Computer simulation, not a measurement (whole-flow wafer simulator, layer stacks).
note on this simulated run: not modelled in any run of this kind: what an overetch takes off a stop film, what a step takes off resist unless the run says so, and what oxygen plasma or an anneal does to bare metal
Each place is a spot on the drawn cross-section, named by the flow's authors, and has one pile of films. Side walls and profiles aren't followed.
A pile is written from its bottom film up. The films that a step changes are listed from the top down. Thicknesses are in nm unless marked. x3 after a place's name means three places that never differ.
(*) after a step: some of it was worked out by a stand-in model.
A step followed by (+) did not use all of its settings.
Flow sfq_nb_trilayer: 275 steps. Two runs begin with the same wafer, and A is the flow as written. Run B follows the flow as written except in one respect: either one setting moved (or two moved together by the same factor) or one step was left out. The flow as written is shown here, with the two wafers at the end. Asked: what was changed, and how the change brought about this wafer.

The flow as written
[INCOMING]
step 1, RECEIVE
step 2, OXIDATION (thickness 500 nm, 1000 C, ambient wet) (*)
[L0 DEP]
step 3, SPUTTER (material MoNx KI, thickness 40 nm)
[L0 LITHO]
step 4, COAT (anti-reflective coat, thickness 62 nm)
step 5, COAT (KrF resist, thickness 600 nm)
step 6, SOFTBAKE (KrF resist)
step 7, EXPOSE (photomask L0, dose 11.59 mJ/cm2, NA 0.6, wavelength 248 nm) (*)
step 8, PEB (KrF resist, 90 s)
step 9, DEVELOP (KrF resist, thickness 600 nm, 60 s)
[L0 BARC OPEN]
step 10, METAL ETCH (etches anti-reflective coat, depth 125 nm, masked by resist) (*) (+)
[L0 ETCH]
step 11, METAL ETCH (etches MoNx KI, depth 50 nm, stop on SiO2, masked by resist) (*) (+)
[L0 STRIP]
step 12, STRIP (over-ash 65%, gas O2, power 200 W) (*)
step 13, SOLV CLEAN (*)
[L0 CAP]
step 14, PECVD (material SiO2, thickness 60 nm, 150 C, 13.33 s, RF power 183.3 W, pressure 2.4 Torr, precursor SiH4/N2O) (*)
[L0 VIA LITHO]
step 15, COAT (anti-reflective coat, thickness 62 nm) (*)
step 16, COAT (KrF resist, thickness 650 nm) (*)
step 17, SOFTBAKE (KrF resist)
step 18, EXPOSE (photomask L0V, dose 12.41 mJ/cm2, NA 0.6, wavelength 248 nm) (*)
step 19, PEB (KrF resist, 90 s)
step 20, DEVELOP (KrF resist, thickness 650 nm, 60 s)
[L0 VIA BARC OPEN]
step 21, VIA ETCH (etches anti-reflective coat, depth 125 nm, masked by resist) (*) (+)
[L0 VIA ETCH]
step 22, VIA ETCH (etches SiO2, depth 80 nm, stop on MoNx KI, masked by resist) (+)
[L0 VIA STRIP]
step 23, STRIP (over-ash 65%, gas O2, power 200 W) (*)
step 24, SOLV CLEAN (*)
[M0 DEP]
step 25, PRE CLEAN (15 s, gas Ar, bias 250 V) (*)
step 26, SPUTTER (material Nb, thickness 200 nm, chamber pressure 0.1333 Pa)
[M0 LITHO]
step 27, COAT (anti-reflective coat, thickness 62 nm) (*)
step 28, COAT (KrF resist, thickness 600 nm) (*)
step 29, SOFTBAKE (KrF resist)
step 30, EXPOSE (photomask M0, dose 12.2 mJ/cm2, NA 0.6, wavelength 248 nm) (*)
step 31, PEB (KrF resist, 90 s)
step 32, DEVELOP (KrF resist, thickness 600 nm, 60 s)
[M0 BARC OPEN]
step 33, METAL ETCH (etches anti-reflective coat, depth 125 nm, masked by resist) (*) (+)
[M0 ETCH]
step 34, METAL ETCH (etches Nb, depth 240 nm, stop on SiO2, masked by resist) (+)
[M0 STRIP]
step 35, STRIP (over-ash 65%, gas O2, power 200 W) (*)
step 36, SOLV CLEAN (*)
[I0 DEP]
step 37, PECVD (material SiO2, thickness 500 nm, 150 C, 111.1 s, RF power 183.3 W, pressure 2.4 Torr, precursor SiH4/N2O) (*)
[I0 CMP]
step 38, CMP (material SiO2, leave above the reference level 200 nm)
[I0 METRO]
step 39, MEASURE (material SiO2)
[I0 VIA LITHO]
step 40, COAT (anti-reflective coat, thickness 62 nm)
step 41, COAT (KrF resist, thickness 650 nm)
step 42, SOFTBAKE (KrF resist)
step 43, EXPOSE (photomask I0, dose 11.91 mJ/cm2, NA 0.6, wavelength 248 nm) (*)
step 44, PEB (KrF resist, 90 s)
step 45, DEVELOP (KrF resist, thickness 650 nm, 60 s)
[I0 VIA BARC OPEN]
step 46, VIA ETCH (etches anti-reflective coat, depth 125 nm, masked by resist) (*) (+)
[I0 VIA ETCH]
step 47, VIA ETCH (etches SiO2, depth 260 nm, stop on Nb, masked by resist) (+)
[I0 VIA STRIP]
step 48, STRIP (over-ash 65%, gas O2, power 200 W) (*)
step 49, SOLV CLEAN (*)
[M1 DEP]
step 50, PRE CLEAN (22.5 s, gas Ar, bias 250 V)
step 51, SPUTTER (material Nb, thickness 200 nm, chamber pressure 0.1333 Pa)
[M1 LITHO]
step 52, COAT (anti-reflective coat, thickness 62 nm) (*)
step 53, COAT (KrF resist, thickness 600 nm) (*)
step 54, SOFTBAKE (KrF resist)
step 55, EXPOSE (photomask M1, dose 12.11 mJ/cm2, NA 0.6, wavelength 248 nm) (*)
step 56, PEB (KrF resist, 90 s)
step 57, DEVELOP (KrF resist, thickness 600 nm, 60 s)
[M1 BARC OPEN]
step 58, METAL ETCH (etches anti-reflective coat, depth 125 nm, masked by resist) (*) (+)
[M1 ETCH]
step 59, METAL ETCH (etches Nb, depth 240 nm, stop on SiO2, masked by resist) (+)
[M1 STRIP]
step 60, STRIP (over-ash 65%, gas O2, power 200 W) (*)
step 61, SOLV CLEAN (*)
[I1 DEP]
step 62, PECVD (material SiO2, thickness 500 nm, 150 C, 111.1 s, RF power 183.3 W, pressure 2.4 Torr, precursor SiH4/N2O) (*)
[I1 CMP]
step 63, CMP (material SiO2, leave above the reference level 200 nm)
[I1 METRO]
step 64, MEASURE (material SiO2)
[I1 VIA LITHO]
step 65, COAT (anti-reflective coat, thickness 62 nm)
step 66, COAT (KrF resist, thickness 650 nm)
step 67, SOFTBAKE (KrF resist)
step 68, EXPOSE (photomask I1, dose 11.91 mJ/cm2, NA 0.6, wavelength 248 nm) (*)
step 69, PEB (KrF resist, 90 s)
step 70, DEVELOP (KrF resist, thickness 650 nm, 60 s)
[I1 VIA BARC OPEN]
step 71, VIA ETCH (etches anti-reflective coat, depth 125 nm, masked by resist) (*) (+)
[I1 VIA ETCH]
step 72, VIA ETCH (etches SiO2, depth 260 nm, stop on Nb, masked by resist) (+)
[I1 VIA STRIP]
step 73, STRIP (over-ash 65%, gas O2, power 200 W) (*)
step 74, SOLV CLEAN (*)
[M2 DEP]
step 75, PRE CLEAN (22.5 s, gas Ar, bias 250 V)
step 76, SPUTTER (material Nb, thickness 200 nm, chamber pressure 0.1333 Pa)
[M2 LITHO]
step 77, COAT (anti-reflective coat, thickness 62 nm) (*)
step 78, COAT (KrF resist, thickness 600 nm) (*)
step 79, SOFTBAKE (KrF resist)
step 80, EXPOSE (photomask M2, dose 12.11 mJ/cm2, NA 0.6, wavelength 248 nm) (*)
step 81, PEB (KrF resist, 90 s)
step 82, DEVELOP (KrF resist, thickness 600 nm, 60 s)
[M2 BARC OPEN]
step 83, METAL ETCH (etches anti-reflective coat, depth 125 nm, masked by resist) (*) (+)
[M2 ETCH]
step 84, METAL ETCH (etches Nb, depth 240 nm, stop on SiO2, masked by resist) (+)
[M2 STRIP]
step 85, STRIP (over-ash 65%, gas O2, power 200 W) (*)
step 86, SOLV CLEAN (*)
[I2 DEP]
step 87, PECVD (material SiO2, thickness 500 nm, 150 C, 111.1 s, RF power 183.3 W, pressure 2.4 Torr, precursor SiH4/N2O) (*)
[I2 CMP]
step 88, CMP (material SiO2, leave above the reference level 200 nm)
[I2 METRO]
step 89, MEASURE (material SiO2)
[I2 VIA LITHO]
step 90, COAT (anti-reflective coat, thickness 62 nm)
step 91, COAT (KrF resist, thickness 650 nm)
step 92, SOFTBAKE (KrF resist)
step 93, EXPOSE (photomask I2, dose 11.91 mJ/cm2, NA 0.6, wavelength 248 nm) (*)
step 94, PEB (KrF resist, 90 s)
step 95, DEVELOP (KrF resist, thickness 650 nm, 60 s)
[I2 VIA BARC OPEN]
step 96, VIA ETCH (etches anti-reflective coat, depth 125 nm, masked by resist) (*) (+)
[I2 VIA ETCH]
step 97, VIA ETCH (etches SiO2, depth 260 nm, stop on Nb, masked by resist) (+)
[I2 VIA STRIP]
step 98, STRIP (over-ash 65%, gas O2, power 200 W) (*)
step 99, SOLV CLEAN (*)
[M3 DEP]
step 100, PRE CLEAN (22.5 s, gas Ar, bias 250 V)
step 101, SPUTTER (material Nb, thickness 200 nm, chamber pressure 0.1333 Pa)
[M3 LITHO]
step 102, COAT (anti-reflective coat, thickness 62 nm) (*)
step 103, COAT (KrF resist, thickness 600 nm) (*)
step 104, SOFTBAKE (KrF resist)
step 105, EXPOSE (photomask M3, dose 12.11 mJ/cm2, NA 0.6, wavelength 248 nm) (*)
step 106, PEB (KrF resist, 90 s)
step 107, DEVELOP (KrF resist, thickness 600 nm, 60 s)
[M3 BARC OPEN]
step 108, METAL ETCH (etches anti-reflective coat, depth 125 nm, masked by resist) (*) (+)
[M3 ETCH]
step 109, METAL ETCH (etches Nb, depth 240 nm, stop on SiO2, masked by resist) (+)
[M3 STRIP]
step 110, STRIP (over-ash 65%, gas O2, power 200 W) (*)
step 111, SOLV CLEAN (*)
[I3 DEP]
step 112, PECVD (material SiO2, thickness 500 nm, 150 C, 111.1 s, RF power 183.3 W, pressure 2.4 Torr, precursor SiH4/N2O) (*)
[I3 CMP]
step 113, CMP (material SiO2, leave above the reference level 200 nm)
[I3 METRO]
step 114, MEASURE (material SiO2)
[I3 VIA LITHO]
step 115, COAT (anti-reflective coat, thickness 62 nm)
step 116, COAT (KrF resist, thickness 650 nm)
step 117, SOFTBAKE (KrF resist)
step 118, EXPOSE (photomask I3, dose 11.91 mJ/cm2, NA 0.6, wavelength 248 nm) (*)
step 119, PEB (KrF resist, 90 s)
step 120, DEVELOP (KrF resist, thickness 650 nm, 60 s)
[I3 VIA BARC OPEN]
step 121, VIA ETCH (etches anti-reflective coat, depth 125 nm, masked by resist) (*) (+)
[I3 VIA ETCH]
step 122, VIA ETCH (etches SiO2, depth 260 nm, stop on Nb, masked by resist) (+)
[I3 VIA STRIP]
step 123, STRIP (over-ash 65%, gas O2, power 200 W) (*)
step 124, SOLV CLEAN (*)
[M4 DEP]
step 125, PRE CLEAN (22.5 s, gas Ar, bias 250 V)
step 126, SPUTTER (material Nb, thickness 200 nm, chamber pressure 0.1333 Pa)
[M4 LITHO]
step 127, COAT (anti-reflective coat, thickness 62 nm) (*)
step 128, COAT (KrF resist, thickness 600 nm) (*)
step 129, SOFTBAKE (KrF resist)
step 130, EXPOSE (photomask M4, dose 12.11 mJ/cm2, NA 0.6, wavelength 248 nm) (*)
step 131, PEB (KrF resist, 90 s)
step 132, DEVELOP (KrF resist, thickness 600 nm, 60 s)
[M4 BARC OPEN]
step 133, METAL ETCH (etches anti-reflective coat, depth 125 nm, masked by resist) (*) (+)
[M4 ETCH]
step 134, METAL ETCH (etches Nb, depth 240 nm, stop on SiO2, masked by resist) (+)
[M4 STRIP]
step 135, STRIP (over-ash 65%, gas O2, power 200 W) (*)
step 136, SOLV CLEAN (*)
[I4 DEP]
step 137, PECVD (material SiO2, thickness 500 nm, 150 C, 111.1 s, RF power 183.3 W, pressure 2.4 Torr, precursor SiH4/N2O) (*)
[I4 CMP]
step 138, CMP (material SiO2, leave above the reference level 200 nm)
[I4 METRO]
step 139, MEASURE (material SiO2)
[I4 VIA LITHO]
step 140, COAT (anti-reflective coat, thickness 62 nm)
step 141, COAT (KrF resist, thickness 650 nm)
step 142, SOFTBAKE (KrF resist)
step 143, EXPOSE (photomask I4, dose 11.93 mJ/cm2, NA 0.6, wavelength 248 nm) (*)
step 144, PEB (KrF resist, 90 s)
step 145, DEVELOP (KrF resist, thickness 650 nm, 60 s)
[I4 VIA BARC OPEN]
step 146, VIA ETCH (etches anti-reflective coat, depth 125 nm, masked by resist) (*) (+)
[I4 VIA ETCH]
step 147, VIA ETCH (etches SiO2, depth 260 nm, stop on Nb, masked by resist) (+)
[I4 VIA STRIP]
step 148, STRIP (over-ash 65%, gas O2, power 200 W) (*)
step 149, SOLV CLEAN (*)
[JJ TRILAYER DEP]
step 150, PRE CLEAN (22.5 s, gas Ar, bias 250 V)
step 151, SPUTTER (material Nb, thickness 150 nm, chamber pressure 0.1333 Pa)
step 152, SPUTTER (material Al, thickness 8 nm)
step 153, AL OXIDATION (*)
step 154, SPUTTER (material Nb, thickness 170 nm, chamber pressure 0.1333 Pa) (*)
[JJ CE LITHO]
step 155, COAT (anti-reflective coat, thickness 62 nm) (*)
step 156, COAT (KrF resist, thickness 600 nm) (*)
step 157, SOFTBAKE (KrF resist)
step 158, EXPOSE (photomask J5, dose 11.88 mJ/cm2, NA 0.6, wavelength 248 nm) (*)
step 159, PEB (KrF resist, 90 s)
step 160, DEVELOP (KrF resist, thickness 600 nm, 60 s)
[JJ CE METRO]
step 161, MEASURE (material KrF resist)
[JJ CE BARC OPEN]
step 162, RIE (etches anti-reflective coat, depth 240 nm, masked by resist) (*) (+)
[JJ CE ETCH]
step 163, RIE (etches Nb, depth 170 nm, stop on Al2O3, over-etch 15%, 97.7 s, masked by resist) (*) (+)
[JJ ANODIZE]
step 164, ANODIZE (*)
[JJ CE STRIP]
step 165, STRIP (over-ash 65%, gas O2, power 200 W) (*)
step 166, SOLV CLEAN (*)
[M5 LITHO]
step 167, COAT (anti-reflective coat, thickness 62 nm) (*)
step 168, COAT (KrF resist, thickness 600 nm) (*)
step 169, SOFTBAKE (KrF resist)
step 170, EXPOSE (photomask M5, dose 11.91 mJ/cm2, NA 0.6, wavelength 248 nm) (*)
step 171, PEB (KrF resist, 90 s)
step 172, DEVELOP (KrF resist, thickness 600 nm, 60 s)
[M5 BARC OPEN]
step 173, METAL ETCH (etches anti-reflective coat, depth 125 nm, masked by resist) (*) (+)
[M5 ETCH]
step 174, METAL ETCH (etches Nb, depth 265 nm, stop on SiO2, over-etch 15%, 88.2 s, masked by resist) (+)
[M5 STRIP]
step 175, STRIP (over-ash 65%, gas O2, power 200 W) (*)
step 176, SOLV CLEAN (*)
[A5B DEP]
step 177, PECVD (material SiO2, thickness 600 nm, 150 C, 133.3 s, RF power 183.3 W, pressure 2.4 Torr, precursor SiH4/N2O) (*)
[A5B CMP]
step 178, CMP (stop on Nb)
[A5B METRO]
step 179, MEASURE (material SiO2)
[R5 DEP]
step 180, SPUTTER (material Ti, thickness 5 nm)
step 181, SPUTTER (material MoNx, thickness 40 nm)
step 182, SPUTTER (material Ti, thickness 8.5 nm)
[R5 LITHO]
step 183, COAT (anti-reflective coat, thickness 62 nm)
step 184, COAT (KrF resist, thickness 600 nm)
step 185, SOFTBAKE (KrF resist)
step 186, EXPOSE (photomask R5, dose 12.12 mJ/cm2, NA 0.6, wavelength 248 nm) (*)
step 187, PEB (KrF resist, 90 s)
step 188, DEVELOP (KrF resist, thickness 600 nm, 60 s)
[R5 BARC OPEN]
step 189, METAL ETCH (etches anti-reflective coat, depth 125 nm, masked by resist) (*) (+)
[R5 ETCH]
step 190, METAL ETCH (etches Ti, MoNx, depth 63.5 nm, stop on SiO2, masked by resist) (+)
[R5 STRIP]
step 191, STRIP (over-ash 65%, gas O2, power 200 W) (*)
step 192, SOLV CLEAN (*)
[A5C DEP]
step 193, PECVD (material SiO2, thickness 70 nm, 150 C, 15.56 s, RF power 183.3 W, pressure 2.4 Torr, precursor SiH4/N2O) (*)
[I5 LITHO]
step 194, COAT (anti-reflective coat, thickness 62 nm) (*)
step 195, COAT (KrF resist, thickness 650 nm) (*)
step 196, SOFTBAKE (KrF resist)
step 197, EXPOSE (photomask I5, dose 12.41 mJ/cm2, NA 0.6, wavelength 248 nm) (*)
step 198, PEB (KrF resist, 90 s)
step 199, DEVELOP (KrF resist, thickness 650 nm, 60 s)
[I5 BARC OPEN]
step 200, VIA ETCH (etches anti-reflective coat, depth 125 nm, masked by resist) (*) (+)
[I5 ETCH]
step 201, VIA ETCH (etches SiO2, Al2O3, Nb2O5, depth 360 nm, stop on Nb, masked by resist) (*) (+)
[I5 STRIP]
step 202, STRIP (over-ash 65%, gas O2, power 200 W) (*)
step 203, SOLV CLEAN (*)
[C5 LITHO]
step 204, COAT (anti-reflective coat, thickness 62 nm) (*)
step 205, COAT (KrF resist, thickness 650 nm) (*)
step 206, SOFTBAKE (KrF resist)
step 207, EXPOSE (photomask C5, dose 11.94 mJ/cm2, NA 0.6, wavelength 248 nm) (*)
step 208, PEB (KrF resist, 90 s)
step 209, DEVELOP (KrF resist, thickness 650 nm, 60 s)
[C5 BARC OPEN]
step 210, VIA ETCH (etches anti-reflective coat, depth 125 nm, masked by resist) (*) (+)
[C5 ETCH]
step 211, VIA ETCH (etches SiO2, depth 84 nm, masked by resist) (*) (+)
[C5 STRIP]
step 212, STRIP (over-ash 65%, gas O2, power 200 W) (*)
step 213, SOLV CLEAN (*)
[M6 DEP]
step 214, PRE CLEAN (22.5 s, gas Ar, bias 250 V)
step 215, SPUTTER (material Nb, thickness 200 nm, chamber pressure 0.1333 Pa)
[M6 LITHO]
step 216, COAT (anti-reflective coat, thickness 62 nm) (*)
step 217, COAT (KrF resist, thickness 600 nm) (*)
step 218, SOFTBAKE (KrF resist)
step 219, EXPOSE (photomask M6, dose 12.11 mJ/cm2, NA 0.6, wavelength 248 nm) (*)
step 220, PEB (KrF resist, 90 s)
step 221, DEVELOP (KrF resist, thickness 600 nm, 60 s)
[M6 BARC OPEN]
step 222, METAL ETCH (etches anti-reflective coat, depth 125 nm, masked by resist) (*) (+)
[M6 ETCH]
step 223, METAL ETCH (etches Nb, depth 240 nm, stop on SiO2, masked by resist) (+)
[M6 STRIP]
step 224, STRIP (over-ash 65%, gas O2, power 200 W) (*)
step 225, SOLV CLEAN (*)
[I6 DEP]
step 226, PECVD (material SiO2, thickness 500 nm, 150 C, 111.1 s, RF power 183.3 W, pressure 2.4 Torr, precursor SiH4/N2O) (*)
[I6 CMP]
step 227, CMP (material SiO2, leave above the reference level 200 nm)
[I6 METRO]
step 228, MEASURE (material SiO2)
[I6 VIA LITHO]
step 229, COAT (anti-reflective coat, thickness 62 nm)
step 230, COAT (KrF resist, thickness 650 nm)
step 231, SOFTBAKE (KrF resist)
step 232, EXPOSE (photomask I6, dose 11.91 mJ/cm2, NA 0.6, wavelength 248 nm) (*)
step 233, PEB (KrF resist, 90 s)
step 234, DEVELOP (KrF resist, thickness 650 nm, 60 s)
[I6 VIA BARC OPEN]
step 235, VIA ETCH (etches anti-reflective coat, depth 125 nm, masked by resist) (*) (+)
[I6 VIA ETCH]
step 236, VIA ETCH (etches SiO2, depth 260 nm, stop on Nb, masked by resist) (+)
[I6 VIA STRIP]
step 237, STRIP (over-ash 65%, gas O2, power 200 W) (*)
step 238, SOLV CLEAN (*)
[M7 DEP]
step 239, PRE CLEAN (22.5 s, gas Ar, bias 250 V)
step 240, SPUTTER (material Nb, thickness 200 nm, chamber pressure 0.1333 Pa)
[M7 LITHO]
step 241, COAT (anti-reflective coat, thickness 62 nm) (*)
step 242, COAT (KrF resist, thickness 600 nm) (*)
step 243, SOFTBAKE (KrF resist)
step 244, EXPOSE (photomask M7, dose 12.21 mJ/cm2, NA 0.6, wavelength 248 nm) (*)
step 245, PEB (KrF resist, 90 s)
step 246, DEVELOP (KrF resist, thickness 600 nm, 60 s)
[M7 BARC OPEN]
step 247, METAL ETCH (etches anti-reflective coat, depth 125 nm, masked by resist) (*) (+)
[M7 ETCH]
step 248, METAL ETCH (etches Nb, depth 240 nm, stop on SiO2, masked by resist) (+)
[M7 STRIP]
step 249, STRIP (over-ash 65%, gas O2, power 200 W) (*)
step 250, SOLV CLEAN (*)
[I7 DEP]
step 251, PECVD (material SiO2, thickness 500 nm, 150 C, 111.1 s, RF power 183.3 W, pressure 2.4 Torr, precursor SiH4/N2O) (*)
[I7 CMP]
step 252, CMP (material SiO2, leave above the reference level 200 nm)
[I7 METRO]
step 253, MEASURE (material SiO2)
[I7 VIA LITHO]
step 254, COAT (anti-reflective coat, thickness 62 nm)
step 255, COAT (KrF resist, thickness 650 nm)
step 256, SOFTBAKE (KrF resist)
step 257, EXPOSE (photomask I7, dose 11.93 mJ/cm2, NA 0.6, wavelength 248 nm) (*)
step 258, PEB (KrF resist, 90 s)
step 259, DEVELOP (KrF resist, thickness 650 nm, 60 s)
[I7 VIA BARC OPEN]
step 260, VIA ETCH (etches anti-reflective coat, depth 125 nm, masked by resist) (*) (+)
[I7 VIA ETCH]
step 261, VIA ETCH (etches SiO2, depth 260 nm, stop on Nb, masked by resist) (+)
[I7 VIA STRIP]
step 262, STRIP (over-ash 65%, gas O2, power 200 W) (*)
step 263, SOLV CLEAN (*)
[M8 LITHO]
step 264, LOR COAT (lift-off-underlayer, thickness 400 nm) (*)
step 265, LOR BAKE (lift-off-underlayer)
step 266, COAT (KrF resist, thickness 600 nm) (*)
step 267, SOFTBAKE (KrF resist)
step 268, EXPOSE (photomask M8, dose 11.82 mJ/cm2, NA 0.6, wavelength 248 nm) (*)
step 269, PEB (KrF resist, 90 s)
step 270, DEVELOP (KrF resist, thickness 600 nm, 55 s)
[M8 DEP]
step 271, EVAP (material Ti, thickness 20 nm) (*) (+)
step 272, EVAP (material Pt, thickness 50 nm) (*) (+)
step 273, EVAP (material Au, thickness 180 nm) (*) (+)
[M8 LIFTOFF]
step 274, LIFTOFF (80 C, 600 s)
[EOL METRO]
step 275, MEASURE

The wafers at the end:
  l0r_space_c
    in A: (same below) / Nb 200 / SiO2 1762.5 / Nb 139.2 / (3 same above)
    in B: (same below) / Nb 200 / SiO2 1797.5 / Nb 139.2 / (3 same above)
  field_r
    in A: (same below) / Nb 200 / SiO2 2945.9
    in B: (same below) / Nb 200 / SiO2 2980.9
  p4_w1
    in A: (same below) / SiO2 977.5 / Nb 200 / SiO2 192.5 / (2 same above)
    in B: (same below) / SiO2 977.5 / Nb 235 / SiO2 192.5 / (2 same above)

The reason: step 101, SPUTTER: thickness 235 nm was run, whereas the flow has thickness 200 nm.
One can read it off the wafer: p4_w1 has Nb 235, and step 101 as written asks for 200 nm.

The path from the change to this, step by step:
  step 101, SPUTTER (material Nb, thickness 200 nm, chamber pressure 0.1333 Pa)
      field_l, v_sur, via_wl and 102 more: A Nb gains 200 (new film) | B Nb gains 235 (new film)
      via_w: A Nb gains 165.5 | B Nb gains 194.9
  step 102, COAT (anti-reflective coat, thickness 62 nm) (*)
      via_wl, via_wr: A anti-reflective coat gains 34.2 (new film) | B anti-reflective coat gains 35.1 (new film)
  step 109, METAL ETCH (etches Nb, depth 240 nm, stop on SiO2, masked by resist) (+)
      field_l, be, be_sur and 72 more: A Nb loses 200 (all of it) | B Nb loses 235 (all of it)
  step 110, STRIP (over-ash 65%, gas O2, power 200 W) (*)
      via_wl: A KrF resist loses 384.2 (all of it), anti-reflective coat loses 34.2 (all of it) | B KrF resist loses 383 (all of it), anti-reflective coat loses 35.1 (all of it)
      via_wr: A KrF resist loses 384.2 (all of it), anti-reflective coat loses 34.2 (all of it) | B KrF resist loses 383.1 (all of it), anti-reflective coat loses 35.1 (all of it)
  step 112, PECVD (material SiO2, thickness 500 nm, 150 C, 111.1 s, RF power 183.3 W, pressure 2.4 Torr, precursor SiH4/N2O) (*)
      p4_g1, p4_g2, p3_s0, p3_s1, p3_s2, p3_s3, p3_s4, p3_s5: A SiO2 gains 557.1 | B SiO2 gains 592.1
  step 113, CMP (material SiO2, leave above the reference level 200 nm)
      field_l, be, be_sur and 64 more: A SiO2 loses 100 | B SiO2 loses 65
